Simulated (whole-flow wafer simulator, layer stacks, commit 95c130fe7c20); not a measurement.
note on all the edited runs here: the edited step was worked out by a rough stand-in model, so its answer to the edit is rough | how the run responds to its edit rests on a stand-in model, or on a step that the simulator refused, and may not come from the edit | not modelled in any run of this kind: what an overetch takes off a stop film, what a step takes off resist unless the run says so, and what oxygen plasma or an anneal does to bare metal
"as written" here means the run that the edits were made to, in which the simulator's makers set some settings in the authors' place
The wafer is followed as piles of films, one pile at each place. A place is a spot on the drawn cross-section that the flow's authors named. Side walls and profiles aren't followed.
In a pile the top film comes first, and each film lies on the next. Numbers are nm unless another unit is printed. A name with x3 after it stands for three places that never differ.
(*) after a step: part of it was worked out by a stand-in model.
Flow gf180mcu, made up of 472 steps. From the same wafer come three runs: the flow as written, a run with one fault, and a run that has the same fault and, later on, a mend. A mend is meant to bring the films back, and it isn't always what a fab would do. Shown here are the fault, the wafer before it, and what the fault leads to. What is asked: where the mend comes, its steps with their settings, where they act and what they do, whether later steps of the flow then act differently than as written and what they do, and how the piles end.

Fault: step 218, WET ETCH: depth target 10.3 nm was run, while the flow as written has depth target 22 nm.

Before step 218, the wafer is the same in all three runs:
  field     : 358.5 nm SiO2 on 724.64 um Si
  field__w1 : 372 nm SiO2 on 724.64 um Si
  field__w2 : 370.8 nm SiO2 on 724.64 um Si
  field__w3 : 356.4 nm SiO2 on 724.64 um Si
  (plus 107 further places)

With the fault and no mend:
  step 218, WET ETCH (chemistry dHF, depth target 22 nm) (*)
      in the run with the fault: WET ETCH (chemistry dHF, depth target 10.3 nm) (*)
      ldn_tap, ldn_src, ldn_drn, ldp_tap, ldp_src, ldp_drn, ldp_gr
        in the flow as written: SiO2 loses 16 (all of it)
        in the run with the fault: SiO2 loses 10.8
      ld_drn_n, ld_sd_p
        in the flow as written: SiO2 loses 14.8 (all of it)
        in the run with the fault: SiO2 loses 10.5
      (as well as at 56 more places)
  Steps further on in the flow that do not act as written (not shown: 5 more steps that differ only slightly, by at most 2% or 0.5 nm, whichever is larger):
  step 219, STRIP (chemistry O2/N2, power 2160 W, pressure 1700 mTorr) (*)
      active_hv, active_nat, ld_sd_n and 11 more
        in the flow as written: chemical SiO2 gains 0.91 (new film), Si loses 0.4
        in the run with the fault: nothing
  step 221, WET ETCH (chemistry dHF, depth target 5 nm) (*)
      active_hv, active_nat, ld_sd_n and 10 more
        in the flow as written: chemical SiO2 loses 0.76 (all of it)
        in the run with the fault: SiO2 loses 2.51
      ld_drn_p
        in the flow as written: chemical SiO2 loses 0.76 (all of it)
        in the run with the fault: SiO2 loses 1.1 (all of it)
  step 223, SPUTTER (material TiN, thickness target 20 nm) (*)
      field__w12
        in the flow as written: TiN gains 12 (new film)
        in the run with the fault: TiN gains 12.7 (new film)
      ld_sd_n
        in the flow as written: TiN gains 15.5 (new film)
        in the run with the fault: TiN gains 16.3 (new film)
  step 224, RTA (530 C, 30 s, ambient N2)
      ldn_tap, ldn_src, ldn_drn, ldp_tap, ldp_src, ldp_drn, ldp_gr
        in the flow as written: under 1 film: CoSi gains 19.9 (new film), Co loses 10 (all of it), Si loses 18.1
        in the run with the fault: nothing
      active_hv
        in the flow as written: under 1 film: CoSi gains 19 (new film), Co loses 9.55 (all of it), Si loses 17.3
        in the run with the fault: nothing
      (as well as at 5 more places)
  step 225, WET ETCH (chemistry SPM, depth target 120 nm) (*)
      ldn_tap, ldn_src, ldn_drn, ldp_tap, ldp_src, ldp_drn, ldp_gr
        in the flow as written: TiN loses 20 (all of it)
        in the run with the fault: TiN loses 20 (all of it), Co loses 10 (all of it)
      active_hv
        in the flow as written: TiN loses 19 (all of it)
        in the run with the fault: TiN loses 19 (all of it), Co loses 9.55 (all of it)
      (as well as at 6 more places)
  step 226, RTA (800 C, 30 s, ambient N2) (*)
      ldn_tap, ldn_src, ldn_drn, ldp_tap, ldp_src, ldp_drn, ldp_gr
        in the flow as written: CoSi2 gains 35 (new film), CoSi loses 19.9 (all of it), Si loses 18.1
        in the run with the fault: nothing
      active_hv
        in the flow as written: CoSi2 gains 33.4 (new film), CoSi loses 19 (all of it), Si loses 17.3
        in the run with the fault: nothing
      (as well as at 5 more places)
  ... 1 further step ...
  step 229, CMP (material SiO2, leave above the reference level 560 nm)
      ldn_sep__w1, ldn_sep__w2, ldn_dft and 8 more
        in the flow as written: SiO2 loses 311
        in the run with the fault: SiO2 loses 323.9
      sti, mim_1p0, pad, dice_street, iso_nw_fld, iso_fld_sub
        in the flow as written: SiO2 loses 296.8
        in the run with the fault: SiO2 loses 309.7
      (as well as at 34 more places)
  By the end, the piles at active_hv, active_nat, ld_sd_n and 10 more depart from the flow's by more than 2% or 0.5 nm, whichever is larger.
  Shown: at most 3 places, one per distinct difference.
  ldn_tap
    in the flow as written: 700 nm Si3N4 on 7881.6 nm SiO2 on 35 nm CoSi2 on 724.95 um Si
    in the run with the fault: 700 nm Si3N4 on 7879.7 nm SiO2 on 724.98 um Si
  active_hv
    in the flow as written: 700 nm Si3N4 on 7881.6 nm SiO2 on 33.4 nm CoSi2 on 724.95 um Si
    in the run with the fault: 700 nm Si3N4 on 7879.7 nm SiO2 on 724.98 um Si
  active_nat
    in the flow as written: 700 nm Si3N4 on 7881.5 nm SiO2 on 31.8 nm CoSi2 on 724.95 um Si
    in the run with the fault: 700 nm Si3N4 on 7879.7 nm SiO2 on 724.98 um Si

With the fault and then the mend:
  The mend follows step 218.
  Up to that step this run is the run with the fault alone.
  step 218a, WET ETCH (chemistry dHF, depth target 11.7 nm) (*) (a further turn of the flow's step 218, with different settings)
      field, field__w1, field__w2 and 47 more
        SiO2 loses 11.7
      ldn_tap, ldn_src, ldn_drn, ldp_tap, ldp_src, ldp_drn, ldp_gr
        SiO2 loses 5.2 (all of it)
      ld_drn_n, ld_sd_p
        SiO2 loses 4.29 (all of it)
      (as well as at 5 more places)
  Later steps of the flow that are run all act as written at every place that is followed, up to a difference of at most 2% or 0.5 nm, whichever is larger.
  At the end the piles are close to the flow's at the places that both follow, differing by at most 2% or 0.5 nm, whichever is larger.
